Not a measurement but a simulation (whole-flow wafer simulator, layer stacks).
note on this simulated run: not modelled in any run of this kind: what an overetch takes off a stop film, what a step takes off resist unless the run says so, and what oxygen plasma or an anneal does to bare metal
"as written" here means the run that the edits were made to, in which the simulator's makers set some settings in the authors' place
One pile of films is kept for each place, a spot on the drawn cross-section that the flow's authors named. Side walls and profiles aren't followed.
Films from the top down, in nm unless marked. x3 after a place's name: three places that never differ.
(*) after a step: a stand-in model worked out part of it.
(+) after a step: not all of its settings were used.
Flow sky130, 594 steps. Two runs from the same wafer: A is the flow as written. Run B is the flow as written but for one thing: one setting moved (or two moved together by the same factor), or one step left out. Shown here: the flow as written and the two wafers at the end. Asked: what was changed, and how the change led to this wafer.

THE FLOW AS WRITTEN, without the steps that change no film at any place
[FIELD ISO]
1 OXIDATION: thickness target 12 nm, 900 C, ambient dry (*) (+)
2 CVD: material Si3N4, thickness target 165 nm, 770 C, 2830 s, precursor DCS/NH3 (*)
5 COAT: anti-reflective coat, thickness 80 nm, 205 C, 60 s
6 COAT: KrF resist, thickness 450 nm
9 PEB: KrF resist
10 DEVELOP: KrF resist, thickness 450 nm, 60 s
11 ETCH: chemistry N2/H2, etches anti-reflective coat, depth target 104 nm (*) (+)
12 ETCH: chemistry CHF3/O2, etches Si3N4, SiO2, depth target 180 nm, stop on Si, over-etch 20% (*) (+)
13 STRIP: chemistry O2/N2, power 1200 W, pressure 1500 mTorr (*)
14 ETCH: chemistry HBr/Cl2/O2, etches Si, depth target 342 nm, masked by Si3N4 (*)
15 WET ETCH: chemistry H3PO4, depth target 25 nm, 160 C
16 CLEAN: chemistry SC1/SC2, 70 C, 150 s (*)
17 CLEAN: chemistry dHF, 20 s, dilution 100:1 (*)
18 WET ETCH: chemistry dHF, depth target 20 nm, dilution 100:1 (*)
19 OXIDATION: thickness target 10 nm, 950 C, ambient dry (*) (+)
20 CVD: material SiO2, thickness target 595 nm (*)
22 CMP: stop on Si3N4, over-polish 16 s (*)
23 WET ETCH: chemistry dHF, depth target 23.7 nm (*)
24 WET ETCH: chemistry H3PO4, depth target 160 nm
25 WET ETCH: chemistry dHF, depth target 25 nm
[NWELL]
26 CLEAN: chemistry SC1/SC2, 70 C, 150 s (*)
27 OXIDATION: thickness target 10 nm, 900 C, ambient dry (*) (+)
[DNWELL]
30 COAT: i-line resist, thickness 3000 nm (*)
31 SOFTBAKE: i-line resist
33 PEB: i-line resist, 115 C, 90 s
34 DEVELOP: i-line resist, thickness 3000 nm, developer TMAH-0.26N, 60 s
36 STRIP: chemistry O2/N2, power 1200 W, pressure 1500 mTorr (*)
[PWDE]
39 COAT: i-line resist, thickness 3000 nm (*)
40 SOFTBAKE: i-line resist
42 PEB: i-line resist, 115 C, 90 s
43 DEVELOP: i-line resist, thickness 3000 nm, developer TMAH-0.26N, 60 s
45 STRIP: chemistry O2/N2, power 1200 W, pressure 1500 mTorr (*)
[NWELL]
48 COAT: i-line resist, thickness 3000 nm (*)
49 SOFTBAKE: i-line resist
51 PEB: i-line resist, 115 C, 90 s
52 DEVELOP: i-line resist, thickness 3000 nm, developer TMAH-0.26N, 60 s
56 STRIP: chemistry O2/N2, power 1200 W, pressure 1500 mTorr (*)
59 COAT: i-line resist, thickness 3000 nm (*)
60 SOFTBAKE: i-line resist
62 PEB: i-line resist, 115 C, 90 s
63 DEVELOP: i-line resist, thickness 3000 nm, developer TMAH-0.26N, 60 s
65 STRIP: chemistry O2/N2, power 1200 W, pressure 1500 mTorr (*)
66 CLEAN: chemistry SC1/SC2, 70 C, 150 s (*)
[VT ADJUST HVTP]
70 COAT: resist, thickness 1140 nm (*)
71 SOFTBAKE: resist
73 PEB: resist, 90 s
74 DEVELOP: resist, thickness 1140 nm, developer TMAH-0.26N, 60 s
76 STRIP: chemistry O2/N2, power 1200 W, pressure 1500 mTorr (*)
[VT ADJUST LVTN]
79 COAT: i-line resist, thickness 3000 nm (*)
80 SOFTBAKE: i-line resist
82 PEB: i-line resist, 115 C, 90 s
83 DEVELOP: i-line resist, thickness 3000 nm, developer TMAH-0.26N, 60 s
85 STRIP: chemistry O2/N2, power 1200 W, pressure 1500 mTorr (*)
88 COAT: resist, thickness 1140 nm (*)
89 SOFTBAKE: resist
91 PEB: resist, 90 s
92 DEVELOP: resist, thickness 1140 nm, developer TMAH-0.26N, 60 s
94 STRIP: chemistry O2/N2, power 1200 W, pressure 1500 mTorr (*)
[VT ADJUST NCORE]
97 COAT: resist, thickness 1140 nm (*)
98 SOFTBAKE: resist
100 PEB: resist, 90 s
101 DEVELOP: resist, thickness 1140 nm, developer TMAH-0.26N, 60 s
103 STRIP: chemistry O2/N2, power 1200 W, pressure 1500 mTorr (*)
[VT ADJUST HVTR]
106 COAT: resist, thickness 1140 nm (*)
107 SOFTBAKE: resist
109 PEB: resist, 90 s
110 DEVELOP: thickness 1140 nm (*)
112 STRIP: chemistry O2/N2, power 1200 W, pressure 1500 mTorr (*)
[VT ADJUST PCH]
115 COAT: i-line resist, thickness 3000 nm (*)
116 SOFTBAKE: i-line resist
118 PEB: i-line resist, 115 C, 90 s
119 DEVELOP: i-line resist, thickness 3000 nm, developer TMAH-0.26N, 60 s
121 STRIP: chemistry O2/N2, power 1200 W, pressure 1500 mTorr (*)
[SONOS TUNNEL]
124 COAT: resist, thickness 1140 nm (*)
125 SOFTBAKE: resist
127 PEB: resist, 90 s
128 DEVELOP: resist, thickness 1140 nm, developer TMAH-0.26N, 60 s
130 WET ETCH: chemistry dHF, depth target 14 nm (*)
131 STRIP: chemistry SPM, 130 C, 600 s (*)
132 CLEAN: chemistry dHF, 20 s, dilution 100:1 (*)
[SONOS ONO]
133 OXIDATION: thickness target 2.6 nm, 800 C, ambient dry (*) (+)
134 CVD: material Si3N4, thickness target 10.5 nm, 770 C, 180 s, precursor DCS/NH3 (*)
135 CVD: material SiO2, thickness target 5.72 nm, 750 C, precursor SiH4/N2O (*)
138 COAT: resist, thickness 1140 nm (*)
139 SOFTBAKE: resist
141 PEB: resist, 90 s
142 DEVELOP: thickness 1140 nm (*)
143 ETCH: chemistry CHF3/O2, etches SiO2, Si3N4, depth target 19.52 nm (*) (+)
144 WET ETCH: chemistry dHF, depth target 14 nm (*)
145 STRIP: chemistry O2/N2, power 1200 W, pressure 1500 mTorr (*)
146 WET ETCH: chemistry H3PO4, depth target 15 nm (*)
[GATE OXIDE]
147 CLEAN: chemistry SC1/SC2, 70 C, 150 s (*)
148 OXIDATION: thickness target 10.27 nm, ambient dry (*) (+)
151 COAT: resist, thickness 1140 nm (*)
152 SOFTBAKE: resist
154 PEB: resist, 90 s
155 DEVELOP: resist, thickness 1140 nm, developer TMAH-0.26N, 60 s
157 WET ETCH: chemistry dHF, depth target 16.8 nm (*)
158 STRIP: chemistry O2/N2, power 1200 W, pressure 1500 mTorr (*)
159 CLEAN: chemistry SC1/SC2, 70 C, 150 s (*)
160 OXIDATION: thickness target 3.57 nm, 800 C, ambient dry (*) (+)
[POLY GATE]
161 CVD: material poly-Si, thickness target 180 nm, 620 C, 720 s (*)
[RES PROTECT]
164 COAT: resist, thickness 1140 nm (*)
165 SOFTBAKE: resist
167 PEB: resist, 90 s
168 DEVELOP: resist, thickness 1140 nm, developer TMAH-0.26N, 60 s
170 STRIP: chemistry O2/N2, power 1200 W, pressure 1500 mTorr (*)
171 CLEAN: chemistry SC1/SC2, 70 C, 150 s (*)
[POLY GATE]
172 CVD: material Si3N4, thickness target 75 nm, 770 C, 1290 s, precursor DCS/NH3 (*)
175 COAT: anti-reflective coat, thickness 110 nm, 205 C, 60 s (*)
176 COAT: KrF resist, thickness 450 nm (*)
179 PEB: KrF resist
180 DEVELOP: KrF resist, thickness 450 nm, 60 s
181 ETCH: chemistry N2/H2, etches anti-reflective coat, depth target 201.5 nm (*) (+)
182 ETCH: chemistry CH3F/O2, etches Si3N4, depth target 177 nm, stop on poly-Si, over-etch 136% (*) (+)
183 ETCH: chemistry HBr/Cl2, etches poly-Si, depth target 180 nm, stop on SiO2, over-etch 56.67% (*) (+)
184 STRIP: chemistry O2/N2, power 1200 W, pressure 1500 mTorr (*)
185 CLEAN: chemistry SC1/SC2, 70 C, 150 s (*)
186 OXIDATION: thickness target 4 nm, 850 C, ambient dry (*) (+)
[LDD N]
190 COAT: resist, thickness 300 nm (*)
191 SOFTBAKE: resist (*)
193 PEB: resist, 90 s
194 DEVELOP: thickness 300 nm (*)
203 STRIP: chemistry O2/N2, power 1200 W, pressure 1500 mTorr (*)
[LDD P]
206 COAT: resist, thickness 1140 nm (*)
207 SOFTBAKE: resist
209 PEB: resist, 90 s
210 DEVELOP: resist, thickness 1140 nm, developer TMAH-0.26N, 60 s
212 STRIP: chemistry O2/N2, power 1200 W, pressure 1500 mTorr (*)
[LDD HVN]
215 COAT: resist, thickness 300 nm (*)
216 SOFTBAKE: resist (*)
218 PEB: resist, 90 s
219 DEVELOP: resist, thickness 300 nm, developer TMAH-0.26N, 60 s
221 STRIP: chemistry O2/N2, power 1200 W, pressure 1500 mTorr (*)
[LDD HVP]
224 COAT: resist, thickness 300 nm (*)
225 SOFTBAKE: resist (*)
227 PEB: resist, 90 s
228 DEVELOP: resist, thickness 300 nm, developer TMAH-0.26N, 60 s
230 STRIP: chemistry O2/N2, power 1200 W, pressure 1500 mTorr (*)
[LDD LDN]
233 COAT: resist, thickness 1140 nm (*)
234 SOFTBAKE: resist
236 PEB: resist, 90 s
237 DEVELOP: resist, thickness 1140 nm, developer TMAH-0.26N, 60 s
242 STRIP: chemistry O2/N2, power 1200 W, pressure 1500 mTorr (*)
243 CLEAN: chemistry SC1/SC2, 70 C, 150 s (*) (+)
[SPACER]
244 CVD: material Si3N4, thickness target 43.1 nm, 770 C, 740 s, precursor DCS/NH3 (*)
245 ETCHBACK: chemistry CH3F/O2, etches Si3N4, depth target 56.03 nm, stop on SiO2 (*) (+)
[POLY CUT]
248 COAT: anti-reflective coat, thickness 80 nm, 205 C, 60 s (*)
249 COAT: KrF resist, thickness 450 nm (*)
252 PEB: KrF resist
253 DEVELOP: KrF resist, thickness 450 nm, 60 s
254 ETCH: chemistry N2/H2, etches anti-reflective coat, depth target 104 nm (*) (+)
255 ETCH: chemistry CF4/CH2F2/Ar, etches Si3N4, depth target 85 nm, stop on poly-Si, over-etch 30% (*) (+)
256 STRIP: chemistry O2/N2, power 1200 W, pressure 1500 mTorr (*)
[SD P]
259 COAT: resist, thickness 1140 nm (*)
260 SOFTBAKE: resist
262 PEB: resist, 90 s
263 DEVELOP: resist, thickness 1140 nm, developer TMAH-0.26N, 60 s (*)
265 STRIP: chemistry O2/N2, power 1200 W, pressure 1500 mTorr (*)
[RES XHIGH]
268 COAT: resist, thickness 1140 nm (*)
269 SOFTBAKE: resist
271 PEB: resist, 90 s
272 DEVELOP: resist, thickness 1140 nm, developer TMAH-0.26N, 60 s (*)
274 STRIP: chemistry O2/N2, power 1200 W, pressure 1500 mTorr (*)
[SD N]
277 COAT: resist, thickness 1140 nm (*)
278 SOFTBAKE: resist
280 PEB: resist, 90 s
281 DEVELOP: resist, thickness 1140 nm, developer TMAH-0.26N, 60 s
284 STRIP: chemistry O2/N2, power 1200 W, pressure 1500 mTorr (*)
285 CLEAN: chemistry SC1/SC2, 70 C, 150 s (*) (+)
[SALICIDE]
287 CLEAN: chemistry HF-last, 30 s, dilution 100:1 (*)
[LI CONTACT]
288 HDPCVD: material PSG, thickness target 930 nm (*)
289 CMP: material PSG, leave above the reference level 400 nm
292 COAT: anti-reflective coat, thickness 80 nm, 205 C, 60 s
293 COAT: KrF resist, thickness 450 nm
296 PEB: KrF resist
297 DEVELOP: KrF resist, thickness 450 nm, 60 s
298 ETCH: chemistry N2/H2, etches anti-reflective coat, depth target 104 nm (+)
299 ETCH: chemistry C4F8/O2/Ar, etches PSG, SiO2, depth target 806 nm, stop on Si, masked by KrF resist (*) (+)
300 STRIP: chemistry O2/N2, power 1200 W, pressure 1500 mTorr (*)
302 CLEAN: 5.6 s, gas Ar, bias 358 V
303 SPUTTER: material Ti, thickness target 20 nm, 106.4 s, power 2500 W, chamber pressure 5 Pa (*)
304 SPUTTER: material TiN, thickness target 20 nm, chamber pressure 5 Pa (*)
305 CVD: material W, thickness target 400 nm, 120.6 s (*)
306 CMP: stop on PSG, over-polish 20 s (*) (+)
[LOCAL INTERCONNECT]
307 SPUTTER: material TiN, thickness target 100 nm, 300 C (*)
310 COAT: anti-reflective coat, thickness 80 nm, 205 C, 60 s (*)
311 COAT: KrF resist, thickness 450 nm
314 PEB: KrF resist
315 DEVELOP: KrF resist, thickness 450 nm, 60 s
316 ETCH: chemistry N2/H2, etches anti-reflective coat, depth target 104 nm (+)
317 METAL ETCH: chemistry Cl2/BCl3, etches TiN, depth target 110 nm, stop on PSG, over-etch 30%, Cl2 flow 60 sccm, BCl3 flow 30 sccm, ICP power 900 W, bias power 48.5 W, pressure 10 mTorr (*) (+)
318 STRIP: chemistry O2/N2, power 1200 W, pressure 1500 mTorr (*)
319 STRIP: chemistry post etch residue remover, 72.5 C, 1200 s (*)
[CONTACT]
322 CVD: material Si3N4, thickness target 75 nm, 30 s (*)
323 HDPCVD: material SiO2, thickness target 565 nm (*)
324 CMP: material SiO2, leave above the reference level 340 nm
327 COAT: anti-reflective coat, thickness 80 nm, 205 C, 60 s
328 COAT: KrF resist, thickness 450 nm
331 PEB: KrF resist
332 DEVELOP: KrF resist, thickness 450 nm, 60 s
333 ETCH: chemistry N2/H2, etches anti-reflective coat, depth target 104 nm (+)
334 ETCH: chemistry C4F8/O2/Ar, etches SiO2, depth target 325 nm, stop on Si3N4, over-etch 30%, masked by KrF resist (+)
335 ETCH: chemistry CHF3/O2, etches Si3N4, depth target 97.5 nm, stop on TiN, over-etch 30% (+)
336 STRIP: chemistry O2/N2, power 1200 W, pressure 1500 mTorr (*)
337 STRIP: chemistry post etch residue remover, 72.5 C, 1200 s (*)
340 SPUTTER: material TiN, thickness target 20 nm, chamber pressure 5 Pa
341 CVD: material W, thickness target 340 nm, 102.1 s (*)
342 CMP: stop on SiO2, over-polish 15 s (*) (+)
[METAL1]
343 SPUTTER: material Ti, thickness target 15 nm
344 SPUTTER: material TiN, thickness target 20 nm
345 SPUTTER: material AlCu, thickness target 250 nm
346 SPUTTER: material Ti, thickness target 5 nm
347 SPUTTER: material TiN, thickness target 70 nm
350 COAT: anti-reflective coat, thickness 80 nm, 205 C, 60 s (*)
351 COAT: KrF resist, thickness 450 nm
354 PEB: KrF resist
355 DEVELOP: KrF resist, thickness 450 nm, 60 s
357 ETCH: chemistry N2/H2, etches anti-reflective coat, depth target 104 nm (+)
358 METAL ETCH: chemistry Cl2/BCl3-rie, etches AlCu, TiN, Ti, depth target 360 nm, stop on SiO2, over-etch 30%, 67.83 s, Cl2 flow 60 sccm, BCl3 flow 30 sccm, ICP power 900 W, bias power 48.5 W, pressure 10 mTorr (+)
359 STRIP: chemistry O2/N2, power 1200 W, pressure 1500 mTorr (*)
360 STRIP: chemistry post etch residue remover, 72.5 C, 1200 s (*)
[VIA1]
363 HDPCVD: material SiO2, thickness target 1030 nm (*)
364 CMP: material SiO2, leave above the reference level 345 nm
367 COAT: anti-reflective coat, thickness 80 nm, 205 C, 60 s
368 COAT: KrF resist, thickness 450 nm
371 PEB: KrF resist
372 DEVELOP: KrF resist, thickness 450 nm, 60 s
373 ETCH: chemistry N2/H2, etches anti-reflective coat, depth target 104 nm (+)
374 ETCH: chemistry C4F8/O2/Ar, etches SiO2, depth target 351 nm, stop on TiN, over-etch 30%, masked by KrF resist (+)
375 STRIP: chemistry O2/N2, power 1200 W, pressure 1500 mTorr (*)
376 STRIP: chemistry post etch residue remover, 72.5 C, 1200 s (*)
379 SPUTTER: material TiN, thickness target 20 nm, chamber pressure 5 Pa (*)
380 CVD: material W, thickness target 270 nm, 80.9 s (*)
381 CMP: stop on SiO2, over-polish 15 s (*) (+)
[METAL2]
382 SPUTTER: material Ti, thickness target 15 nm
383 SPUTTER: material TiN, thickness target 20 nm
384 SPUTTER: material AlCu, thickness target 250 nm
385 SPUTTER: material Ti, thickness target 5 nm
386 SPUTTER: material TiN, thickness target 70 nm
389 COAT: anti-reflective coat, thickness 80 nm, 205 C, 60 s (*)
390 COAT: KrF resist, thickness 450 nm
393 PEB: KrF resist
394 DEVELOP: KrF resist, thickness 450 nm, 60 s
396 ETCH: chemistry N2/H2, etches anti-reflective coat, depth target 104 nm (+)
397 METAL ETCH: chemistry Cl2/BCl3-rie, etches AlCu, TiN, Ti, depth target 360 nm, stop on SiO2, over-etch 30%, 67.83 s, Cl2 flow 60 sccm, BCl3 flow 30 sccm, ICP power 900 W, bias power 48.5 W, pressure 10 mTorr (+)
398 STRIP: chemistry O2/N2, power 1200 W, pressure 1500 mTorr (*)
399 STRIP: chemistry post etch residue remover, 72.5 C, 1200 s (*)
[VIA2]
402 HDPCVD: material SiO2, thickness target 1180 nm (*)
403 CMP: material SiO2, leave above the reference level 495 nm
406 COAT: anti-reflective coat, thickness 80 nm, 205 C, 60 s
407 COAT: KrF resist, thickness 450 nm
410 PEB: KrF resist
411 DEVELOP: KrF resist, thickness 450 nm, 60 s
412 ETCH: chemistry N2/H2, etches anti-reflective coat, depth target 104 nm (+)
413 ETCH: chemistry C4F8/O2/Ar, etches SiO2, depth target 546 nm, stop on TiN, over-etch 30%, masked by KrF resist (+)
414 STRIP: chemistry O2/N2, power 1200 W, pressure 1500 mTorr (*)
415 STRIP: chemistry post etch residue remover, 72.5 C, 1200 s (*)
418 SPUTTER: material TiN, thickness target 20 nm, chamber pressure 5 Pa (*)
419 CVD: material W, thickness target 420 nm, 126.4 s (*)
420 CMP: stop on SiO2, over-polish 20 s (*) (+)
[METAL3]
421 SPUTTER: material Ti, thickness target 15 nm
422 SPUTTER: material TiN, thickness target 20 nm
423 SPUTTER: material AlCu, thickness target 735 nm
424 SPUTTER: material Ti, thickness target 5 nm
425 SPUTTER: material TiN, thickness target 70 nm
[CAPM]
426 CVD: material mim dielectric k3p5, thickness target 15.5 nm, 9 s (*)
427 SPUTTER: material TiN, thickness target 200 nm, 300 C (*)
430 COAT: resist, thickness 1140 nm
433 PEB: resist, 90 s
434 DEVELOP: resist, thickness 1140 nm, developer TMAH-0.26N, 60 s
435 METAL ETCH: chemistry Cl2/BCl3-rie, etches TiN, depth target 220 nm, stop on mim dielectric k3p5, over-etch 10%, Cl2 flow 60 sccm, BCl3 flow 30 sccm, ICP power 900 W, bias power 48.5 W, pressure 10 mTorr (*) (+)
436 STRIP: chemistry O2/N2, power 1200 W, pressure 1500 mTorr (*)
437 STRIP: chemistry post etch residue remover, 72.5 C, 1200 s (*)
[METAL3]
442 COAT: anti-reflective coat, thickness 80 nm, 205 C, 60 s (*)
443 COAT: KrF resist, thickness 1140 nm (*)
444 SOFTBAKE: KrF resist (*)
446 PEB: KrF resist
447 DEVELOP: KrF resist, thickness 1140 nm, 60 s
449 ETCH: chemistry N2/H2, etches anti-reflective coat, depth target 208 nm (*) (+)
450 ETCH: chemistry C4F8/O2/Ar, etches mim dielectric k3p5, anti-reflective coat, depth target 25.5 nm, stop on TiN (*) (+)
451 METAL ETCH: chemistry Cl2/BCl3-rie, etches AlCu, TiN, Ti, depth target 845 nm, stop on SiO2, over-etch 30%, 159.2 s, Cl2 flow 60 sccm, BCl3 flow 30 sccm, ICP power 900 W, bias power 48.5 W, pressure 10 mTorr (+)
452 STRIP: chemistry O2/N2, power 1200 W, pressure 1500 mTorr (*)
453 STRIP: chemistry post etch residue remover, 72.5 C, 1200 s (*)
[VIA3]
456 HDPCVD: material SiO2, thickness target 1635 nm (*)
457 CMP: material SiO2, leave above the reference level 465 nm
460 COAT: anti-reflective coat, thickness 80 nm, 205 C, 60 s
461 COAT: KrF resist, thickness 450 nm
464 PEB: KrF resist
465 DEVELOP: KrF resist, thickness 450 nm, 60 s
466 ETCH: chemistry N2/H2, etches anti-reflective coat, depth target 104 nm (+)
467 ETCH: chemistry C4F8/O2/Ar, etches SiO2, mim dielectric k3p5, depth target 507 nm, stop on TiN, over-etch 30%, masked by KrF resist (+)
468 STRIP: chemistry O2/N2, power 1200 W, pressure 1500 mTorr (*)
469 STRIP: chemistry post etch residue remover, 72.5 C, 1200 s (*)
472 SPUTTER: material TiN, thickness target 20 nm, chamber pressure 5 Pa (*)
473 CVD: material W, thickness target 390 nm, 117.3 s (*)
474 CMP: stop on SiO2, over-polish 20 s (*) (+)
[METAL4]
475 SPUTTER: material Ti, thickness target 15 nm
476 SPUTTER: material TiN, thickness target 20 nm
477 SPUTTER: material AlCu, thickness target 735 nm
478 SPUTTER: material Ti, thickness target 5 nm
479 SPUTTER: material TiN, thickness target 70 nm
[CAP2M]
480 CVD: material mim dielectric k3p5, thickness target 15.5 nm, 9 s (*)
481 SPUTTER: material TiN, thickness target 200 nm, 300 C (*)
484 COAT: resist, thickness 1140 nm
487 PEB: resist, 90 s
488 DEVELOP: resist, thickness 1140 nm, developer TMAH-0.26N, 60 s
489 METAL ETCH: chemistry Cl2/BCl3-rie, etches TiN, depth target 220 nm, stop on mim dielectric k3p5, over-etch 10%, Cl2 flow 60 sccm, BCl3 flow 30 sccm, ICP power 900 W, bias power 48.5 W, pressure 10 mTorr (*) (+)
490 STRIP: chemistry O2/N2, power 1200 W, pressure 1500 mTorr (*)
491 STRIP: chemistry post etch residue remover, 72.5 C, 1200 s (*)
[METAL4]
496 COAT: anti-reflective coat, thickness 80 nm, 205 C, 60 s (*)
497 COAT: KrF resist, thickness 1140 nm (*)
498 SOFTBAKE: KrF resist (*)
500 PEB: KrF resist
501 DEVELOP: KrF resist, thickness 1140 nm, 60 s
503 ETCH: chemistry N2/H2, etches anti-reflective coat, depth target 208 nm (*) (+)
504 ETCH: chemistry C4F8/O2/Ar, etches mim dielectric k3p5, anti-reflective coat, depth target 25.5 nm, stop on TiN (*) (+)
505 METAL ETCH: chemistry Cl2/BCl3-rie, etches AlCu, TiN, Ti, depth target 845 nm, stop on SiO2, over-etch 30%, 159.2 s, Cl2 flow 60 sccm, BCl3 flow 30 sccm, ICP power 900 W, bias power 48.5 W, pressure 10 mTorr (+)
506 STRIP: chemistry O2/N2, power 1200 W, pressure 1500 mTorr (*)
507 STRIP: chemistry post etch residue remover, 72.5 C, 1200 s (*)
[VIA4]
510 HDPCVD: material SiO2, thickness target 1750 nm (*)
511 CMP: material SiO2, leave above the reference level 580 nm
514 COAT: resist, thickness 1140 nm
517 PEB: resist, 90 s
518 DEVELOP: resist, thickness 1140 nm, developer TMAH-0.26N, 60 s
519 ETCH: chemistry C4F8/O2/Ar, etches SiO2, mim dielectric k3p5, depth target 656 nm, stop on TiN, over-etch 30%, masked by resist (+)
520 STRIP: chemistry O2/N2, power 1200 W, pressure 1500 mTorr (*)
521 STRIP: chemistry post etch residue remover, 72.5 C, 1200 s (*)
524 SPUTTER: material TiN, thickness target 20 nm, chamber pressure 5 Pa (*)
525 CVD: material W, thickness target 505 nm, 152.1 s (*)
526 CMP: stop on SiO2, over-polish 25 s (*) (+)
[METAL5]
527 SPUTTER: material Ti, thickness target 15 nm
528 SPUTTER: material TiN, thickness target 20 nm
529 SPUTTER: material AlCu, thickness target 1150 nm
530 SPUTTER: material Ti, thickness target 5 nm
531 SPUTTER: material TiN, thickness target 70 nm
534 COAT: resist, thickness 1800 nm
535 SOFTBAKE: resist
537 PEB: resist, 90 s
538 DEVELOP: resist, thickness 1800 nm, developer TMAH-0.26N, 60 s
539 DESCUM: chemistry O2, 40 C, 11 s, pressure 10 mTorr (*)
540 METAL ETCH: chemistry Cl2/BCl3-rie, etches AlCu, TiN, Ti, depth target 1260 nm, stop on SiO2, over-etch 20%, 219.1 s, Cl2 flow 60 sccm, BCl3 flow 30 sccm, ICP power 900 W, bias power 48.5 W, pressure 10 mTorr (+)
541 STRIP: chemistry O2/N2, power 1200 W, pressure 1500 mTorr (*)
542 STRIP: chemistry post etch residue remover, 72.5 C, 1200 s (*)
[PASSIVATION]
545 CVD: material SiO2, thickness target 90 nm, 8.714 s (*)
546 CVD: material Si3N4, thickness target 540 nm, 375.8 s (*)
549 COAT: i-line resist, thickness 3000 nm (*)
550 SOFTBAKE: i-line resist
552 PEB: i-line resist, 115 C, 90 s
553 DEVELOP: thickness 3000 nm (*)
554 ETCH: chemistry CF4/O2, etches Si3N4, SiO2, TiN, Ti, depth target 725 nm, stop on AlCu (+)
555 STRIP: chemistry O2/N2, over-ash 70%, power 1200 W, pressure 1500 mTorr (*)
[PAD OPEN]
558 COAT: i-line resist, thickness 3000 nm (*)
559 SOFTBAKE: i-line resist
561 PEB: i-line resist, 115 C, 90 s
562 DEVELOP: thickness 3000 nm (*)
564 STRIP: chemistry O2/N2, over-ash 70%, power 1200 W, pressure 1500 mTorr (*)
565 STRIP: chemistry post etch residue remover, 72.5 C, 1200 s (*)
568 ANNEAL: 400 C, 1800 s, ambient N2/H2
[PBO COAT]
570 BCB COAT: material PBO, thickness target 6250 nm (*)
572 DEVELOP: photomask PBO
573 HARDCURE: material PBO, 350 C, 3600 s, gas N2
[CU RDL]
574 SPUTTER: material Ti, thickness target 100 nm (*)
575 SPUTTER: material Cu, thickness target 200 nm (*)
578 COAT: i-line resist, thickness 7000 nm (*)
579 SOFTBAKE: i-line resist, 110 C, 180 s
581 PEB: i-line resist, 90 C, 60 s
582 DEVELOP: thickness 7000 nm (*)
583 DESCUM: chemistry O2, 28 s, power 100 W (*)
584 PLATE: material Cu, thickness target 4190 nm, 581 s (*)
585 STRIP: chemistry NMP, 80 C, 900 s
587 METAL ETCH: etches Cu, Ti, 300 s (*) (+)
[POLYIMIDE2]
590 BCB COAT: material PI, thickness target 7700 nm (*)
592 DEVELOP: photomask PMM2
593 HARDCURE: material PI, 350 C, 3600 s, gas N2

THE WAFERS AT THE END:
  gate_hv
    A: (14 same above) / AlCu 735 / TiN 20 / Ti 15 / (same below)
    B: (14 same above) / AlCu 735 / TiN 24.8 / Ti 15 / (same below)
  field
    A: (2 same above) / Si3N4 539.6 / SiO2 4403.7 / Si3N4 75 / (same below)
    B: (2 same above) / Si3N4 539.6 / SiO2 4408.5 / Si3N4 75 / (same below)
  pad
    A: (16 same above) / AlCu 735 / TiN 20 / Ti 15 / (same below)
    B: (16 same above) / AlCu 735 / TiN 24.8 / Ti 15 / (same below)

The cause: step 422, SPUTTER: thickness target 24.8 nm was run, where the flow has thickness target 20 nm.
It can be read off the wafer: gate_hv has TiN 24.8, and step 422 as written asks for 20 nm.

How the change led to this, step by step:
  422 SPUTTER: material TiN, thickness target 20 nm
      field, active, n_well and 188 more: A TiN +20 (new film) | B TiN +24.8 (new film)
  451 METAL ETCH: chemistry Cl2/BCl3-rie, etches AlCu, TiN, Ti, depth target 845 nm, stop on SiO2, over-etch 30%, 159.2 s, Cl2 flow 60 sccm, BCl3 flow 30 sccm, ICP power 900 W, bias power 48.5 W, pressure 10 mTorr (+)
      field, active, gate and 69 more: A TiN -70 (all of it), Ti -5 (all of it), AlCu -735 (all of it), TiN -20 (all of it), Ti -15 (all of it), SiO2 -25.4 | B TiN -70 (all of it), Ti -5 (all of it), AlCu -735 (all of it), TiN -24.8 (all of it), Ti -15 (all of it), SiO2 -24.9
      vpp_ln, vpp_iso2, ndiff_ln and 10 more: A TiN -70 (all of it), Ti -5 (all of it), AlCu -735 (all of it), TiN -20 (all of it), Ti -15 (all of it), SiO2 -25.3 | B TiN -70 (all of it), Ti -5 (all of it), AlCu -735 (all of it), TiN -24.8 (all of it), Ti -15 (all of it), SiO2 -24.9
